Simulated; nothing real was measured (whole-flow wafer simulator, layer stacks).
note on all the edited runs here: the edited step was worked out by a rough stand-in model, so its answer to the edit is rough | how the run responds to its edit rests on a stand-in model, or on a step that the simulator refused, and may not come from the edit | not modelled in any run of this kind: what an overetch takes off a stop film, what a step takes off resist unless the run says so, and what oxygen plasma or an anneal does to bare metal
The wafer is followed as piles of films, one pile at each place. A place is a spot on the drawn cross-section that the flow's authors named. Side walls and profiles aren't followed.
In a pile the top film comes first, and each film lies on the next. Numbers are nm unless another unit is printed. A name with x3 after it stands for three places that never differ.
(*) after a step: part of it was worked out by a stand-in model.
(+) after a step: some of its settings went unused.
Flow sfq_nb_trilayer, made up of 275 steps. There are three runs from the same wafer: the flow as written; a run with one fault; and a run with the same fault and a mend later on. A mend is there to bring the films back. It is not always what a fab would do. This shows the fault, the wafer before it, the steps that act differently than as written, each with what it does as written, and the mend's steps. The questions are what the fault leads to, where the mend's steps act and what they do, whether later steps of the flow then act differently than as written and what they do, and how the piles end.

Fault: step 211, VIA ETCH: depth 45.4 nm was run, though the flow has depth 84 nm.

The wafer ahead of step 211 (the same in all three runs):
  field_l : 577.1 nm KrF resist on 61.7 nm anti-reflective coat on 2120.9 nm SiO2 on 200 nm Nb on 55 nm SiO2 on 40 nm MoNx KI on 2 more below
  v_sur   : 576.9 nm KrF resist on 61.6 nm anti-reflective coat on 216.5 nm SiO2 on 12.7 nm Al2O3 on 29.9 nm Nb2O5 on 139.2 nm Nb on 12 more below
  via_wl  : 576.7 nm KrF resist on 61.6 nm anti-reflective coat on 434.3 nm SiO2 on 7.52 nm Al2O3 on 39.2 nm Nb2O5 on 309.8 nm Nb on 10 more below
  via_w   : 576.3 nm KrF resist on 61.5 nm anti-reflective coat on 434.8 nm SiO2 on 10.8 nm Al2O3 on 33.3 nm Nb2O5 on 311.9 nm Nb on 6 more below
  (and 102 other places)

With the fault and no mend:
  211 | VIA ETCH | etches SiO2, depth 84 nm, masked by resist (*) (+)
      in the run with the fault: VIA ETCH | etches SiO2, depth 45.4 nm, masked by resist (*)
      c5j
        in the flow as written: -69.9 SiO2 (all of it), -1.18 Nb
        in the run with the fault: -45.4 SiO2
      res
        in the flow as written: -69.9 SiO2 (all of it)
        in the run with the fault: -45.4 SiO2
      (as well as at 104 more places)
  Steps later in the flow that act otherwise than as written (5 other steps are not shown; they differ only slightly, by no more than 2% or 0.5 nm, whichever is larger):
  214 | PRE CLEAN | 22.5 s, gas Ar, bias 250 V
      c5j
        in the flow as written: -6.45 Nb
        in the run with the fault: -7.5 SiO2
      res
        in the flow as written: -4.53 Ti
        in the run with the fault: -7.5 SiO2
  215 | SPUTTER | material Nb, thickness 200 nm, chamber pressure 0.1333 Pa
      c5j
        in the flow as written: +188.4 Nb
        in the run with the fault: +195.3 Nb (new film)
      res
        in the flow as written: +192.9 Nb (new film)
        in the run with the fault: +197.1 Nb (new film)
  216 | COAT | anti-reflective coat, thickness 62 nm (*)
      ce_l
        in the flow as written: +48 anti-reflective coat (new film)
        in the run with the fault: +54.3 anti-reflective coat (new film)
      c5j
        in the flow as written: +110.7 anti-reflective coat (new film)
        in the run with the fault: +93 anti-reflective coat (new film)
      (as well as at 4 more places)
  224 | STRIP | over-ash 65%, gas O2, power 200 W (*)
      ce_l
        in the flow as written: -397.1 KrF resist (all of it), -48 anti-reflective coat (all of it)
        in the run with the fault: -393.3 KrF resist (all of it), -54.3 anti-reflective coat (all of it)
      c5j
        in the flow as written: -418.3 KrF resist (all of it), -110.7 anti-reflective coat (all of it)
        in the run with the fault: -407.4 KrF resist (all of it), -93 anti-reflective coat (all of it)
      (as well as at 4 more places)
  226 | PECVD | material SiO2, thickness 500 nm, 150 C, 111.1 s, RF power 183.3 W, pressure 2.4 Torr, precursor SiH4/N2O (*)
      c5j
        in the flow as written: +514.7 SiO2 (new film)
        in the run with the fault: +500 SiO2 (new film)
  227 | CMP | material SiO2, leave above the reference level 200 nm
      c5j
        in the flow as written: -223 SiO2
        in the run with the fault: -239.8 SiO2
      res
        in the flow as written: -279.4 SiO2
        in the run with the fault: -305 SiO2
  The piles end different from the flow's at c5j, res by more than 2% or 0.5 nm, whichever is larger.
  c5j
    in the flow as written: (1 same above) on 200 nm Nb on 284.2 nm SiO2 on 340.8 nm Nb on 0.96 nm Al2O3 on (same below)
    in the run with the fault: (1 same above) on 200 nm Nb on 252.7 nm SiO2 on 195.3 nm Nb on 17 nm SiO2 on 160 nm Nb on 0.96 nm Al2O3 on (same below)
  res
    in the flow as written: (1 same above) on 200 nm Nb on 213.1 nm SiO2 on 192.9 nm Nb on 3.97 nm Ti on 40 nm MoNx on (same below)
    in the run with the fault: (1 same above) on 200 nm Nb on 187.5 nm SiO2 on 197.1 nm Nb on 17 nm SiO2 on 8.5 nm Ti on 40 nm MoNx on (same below)

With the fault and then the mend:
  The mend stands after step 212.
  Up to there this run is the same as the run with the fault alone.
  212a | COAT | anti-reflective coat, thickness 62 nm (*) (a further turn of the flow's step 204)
      field_r, ln_m5, lsp_m and 64 more
        +62 anti-reflective coat (new film)
      ln_m6, lsp_r, l0_sur, l0v, wl_a_sl, wl_a_m6, wl_a_sr, wl_g_sr
        +61.9 anti-reflective coat (new film)
      field_l, v_sur
        +61.6 anti-reflective coat (new film)
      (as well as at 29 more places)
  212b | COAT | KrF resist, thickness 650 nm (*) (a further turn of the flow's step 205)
      l0v, p4_fl x3, p4_w1 x9 and 35 more
        +650 KrF resist (new film)
      wl_b_m5, wl_b_sr, wl_c_sl and 12 more
        +649.9 KrF resist (new film)
      lsp_r, wl_j_sl, wl_j_sr
        +650.2 KrF resist (new film)
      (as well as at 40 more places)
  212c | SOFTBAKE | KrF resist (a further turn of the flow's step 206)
      leaves every film unchanged at each place that is followed
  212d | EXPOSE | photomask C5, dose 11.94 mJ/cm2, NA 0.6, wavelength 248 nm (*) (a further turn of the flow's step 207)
      leaves every film unchanged at each place that is followed
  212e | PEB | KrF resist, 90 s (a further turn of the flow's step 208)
      field_l, sp_r, moat and 79 more
        -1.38 KrF resist
      v_sur, via_wl, via_w, via_wr, via_sp, be_sur, jj_sur
        -1.37 KrF resist
      via_v, wire, res
        -1.36 KrF resist
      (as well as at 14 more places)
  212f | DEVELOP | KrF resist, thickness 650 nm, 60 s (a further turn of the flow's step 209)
      field_l, v_sur, via_wl and 101 more
        -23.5 KrF resist
      c5j
        -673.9 KrF resist (all of it)
      res
        -641.6 KrF resist (all of it)
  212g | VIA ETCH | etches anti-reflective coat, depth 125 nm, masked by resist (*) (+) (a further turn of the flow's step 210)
      field_l, v_sur, via_wl and 101 more
        -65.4 KrF resist
      c5j
        -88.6 anti-reflective coat (all of it), -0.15 SiO2
      res
        -78.4 anti-reflective coat (all of it), -0.2 SiO2
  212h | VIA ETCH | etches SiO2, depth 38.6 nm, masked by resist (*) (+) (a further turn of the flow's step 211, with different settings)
      field_l, v_sur, via_wl and 101 more
        -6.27 KrF resist
      c5j
        -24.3 SiO2 (all of it), -1 Nb
      res
        -24.3 SiO2 (all of it)
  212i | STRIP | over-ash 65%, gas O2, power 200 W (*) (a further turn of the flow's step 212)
      p4_fl x3, p4_w1 x9, p4_g1 x2 and 33 more
        -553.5 KrF resist (all of it), -62 anti-reflective coat (all of it)
      wl_b_sl, wl_b_m5, wl_b_sr and 11 more
        -553.3 KrF resist (all of it), -62 anti-reflective coat (all of it)
      wl_d_m1, wl_d_sr, wl_e_sl
        -553.4 KrF resist (all of it), -62 anti-reflective coat (all of it)
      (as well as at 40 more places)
  Later steps of the flow that are run all act as written at every place that is followed, up to a difference of at most 2% or 0.5 nm, whichever is larger.
  The piles end only slightly different from the flow's at the places that both follow, by no more than 2% or 0.5 nm, whichever is larger.
